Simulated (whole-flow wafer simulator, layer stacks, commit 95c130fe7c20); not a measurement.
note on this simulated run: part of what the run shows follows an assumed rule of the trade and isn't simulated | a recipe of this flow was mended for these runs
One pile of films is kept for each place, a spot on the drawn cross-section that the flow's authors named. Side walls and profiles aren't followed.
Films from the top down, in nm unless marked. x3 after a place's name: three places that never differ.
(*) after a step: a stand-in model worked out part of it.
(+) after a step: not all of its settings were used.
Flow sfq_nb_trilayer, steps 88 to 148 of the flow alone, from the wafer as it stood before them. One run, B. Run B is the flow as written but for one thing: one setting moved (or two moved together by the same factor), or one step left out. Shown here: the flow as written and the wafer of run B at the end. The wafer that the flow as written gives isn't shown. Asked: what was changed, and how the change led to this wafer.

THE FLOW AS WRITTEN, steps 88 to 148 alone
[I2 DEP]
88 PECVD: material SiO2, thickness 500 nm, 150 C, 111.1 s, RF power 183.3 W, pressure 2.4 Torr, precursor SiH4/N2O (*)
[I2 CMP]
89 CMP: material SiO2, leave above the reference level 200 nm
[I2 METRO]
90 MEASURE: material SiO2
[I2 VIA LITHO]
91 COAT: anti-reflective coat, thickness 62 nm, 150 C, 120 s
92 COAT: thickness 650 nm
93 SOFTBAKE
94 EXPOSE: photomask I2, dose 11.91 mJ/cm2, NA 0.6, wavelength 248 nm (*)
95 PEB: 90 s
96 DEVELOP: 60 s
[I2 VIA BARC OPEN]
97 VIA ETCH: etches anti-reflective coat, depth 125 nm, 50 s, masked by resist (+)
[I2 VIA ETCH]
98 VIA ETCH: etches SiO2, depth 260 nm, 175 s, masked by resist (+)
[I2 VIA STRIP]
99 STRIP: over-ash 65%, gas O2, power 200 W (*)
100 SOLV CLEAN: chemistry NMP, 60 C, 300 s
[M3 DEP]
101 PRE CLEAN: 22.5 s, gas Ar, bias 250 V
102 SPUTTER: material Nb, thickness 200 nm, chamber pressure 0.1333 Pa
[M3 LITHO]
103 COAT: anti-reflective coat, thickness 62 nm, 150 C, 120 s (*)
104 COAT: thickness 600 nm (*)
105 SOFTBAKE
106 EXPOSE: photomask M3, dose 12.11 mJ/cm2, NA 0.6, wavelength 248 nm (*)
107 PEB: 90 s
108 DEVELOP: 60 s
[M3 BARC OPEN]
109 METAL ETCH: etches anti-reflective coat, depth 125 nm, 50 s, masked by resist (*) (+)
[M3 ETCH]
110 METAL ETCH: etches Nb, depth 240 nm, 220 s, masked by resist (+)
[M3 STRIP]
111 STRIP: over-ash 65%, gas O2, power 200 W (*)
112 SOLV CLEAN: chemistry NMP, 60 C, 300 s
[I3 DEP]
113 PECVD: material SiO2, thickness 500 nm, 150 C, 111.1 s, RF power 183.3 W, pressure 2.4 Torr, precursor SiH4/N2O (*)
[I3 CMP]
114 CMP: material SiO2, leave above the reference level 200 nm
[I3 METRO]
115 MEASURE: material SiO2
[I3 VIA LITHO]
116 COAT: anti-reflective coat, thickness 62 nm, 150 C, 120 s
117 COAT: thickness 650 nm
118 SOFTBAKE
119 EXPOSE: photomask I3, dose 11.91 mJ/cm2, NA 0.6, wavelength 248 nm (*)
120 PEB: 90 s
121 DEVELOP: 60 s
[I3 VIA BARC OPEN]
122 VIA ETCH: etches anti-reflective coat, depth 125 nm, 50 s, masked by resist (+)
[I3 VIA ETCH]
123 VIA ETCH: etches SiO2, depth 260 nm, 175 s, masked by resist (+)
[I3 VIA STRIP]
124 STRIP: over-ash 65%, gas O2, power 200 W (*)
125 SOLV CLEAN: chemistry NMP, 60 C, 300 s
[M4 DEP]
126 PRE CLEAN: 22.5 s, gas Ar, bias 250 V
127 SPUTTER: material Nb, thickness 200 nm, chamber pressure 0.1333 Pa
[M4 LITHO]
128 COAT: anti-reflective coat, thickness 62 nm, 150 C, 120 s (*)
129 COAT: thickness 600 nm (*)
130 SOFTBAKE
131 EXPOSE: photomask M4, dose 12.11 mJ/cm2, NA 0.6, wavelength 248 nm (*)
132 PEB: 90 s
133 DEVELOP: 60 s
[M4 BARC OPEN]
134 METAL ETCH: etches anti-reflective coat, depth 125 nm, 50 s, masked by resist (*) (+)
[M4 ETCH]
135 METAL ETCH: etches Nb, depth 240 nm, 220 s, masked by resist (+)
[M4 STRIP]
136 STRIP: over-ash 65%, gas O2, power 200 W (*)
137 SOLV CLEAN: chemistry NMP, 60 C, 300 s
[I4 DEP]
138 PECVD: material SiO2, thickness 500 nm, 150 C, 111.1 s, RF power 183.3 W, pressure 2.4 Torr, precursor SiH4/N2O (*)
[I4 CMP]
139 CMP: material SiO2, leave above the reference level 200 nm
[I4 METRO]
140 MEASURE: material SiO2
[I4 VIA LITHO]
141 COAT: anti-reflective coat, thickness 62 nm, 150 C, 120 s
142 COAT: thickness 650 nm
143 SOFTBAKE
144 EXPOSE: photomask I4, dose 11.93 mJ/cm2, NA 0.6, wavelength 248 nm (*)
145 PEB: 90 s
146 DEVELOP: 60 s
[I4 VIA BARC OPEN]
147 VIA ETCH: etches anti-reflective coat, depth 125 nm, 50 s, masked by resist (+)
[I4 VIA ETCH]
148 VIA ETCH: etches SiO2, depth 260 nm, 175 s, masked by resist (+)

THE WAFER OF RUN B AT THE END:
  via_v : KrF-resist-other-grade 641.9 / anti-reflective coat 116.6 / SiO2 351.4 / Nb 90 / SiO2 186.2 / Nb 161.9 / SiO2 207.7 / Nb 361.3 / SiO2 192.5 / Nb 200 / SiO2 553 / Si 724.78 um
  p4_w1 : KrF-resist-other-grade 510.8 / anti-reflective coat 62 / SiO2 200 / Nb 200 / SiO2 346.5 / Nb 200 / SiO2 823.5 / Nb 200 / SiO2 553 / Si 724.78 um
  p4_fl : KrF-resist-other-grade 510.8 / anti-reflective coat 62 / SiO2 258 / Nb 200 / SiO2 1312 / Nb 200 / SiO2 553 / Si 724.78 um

The cause: step 88, PECVD: thickness 250 nm was run, where the flow has thickness 500 nm; step 88, PECVD: 55.56 s was run, where the flow has 111.1 s.

How the change led to this, step by step:
  88 PECVD: material SiO2, thickness 500 nm, 150 C, 111.1 s, RF power 183.3 W, pressure 2.4 Torr, precursor SiH4/N2O (*)
      field_l, be, be_sur and 81 more: SiO2 +250 (as written it would be: SiO2 +500)
      v_sur, via_wl, via_w and 18 more: SiO2 +250 (new film) (as written it would be: SiO2 +500 (new film))
      (and at 1 more place)
  89 CMP: material SiO2, leave above the reference level 200 nm
      field_l, be, be_sur and 81 more: nothing (as written it would be: SiO2 -96)
      via_v: nothing (as written it would be: SiO2 -181.6)
      (and at 21 more places)
  91 COAT: anti-reflective coat, thickness 62 nm, 150 C, 120 s
      m0r_line_l x3, m0r_line_r x3: anti-reflective coat +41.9 (new film) (as written it would be: anti-reflective coat +62 (new film))
      m0r_space_l, m0r_space_r, m6r_space_l x2, m6r_space_r x2: anti-reflective coat +90.9 (new film) (as written it would be: anti-reflective coat +62 (new film))
      (and at 76 more places)
  92 COAT: thickness 650 nm
      m0r_line_l x3, m0r_line_r x3: KrF-resist-other-grade +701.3 (new film) (as written it would be: KrF-resist-other-grade +650 (new film))
      v_sur, m8r_pad_l: KrF-resist-other-grade +611.1 (new film) (as written it would be: KrF-resist-other-grade +650 (new film))
      (and at 53 more places)
  96 DEVELOP: 60 s
      via_w: KrF-resist-other-grade -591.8 (all of it) (as written it would be: KrF-resist-other-grade -648.6 (all of it))
  99 STRIP: over-ash 65%, gas O2, power 200 W (*)
      m0r_line_l x3, m0r_line_r x3: KrF-resist-other-grade -562 (all of it), anti-reflective coat -41.9 (all of it) (as written it would be: KrF-resist-other-grade -510.8 (all of it), anti-reflective coat -62 (all of it))
      m0r_space_l, m0r_space_r, m6r_space_l x2, m6r_space_r x2: KrF-resist-other-grade -522 (all of it), anti-reflective coat -90.9 (all of it) (as written it would be: KrF-resist-other-grade -510.8 (all of it), anti-reflective coat -62 (all of it))
      (and at 88 more places)
  102 SPUTTER: material Nb, thickness 200 nm, chamber pressure 0.1333 Pa
      via_v: Nb +161.9 (new film) (as written it would be: Nb +200 (new film))
  103 COAT: anti-reflective coat, thickness 62 nm, 150 C, 120 s (*)
      m0r_line_l x3: anti-reflective coat +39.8 (new film) (as written it would be: anti-reflective coat +62 (new film))
      m0r_space_l, m6r_space_l x2: anti-reflective coat +89.7 (new film) (as written it would be: anti-reflective coat +62 (new film))
      (and at 78 more places)
  104 COAT: thickness 600 nm (*)
      m0r_line_l x3: KrF-resist-other-grade +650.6 (new film) (as written it would be: KrF-resist-other-grade +600 (new film))
      m0r_line_r x3: KrF-resist-other-grade +651 (new film) (as written it would be: KrF-resist-other-grade +600 (new film))
      (and at 55 more places)
  108 DEVELOP: 60 s
      m0r_line_l x3: KrF-resist-other-grade -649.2 (all of it) (as written it would be: KrF-resist-other-grade -598.7 (all of it))
      m0r_line_r x3: KrF-resist-other-grade -649.7 (all of it) (as written it would be: KrF-resist-other-grade -598.7 (all of it))
      (and at 33 more places)
  109 METAL ETCH: etches anti-reflective coat, depth 125 nm, 50 s, masked by resist (*) (+)
      m5r_linepad_l, m5r_linepad_r, r5r_spacepad_l, r5r_spacepad_r, m8r_pad_l, m8r_pad_r: anti-reflective coat -125 (as written it would be: anti-reflective coat -62 (all of it))
      m0r_line_l x3: anti-reflective coat -39.8 (all of it) (as written it would be: anti-reflective coat -62 (all of it))
      (and at 48 more places)
  110 METAL ETCH: etches Nb, depth 240 nm, 220 s, masked by resist (+)
      m5r_linepad_l, m5r_linepad_r: anti-reflective coat -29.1 (all of it), Nb -200 (all of it), SiO2 -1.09 (as written it would be: Nb -200 (all of it), SiO2 -4)
      r5r_spacepad_l, r5r_spacepad_r: anti-reflective coat -25.7 (all of it), Nb -200 (all of it), SiO2 -1.43 (as written it would be: Nb -200 (all of it), SiO2 -4)
      (and at 2 more places)
  111 STRIP: over-ash 65%, gas O2, power 200 W (*)
      v_sur: KrF-resist-other-grade -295 (all of it), anti-reflective coat -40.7 (all of it) (as written it would be: KrF-resist-other-grade -361 (all of it), anti-reflective coat -46 (all of it))
      via_wl: KrF-resist-other-grade -308.8 (all of it), anti-reflective coat -26.3 (all of it) (as written it would be: KrF-resist-other-grade -381.1 (all of it), anti-reflective coat -16.7 (all of it))
      (and at 27 more places)
  113 PECVD: material SiO2, thickness 500 nm, 150 C, 111.1 s, RF power 183.3 W, pressure 2.4 Torr, precursor SiH4/N2O (*)
      via_v: SiO2 +611.1 (new film) (as written it would be: SiO2 +500 (new film))
  114 CMP: material SiO2, leave above the reference level 200 nm
      field_l, be, be_sur and 64 more: nothing (as written it would be: SiO2 -96)
      p4_w1, p4_w2, p4_w3 and 6 more: SiO2 -146 (as written it would be: SiO2 -300)
      (and at 9 more places)
  116 COAT: anti-reflective coat, thickness 62 nm, 150 C, 120 s
      m0r_line_l x3, m0r_line_r x3: anti-reflective coat +72.4 (new film) (as written it would be: anti-reflective coat +62 (new film))
      m0r_space_l, m0r_space_r, m6r_space_l x2, m6r_space_r x2: anti-reflective coat +79.6 (new film) (as written it would be: anti-reflective coat +62 (new film))
      (and at 59 more places)
  ... 17 more steps ...
  147 VIA ETCH: etches anti-reflective coat, depth 125 nm, 50 s, masked by resist (+)
      via_wl: anti-reflective coat -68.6 (all of it), SiO2 -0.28 (as written it would be: anti-reflective coat -62 (all of it), SiO2 -0.31)
      via_w: anti-reflective coat -71 (all of it), SiO2 -0.27 (as written it would be: anti-reflective coat -62 (all of it), SiO2 -0.31)
      (and at 1 more place)
Counting metal films that touch as one body, via_v has 4 bodies (between them, from the top down: SiO2 186.2; SiO2 207.7; SiO2 192.5); the flow as written gives 3 bodies (between them, from the top down: SiO2 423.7; SiO2 192.5).
